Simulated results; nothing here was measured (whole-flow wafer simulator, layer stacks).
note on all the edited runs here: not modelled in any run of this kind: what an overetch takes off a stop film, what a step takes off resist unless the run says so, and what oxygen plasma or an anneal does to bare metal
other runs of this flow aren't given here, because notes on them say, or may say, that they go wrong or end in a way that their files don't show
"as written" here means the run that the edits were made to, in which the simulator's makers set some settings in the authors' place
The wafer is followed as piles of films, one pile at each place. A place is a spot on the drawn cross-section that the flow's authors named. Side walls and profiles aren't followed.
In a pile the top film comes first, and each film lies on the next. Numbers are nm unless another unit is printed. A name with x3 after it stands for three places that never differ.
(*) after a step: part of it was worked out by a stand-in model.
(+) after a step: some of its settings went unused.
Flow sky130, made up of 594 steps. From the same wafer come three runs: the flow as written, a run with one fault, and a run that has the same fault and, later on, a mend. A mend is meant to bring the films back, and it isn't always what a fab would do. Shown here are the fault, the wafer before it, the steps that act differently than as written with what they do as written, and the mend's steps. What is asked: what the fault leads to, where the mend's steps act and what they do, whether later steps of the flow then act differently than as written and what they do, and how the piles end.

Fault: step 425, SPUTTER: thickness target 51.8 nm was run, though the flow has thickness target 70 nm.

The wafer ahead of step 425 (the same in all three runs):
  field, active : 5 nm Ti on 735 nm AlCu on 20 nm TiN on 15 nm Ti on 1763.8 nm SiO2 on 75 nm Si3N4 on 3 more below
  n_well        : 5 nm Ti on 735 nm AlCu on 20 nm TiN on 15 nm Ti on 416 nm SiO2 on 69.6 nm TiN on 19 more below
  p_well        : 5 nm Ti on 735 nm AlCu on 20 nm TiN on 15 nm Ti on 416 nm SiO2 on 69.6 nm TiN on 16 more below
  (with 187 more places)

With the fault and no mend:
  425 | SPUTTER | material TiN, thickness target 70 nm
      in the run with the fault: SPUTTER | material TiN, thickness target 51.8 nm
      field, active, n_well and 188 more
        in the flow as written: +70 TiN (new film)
        in the run with the fault: +51.8 TiN (new film)
  Steps later in the flow that act otherwise than as written (15 more steps, not shown, differ only slightly: by at most 2% or 0.5 nm, whichever is larger):
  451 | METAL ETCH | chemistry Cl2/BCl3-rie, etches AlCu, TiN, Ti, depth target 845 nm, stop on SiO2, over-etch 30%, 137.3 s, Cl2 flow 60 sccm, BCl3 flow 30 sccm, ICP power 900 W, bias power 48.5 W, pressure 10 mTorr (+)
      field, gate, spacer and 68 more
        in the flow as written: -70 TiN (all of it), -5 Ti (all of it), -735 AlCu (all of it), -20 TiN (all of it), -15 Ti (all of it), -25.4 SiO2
        in the run with the fault: -51.8 TiN (all of it), -5 Ti (all of it), -735 AlCu (all of it), -20 TiN (all of it), -15 Ti (all of it), -27.2 SiO2
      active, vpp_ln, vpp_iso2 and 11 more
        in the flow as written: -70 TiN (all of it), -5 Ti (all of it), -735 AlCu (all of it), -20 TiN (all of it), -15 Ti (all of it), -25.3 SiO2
        in the run with the fault: -51.8 TiN (all of it), -5 Ti (all of it), -735 AlCu (all of it), -20 TiN (all of it), -15 Ti (all of it), -27.2 SiO2
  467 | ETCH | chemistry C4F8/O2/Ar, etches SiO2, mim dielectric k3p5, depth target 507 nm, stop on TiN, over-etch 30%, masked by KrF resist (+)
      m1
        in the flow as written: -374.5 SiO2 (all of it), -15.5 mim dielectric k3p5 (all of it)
        in the run with the fault: -392.7 SiO2 (all of it), -15.5 mim dielectric k3p5 (all of it)
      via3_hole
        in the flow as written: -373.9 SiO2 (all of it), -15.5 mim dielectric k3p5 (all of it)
        in the run with the fault: -392.1 SiO2 (all of it), -15.5 mim dielectric k3p5 (all of it)
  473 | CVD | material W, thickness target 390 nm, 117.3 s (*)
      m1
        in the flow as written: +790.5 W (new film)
        in the run with the fault: +808.9 W (new film)
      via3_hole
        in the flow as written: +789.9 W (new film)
        in the run with the fault: +808.3 W (new film)
  By the end, the piles at n_well, p_well, gate_hv and 104 more depart from the flow's by more than 2% or 0.5 nm, whichever is larger.
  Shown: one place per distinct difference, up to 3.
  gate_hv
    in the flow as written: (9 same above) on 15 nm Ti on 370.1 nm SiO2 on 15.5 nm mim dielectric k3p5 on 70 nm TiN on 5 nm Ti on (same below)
    in the run with the fault: (9 same above) on 15 nm Ti on 388.3 nm SiO2 on 15.5 nm mim dielectric k3p5 on 51.8 nm TiN on 5 nm Ti on (same below)
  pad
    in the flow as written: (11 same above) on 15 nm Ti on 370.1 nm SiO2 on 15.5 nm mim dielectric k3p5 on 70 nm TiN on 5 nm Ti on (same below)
    in the run with the fault: (11 same above) on 15 nm Ti on 388.3 nm SiO2 on 15.5 nm mim dielectric k3p5 on 51.8 nm TiN on 5 nm Ti on (same below)
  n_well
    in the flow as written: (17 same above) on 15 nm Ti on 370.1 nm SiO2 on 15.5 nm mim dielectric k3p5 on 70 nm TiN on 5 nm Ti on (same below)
    in the run with the fault: (17 same above) on 15 nm Ti on 388.3 nm SiO2 on 15.5 nm mim dielectric k3p5 on 51.8 nm TiN on 5 nm Ti on (same below)

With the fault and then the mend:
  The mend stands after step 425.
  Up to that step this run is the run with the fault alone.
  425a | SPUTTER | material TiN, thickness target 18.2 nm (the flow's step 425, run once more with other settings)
      field, active, n_well and 188 more
        +18.2 TiN
  Every later step of the flow that is run acts as written at every place that is followed.
  By the end, the piles equal the flow's at every place that both follow.
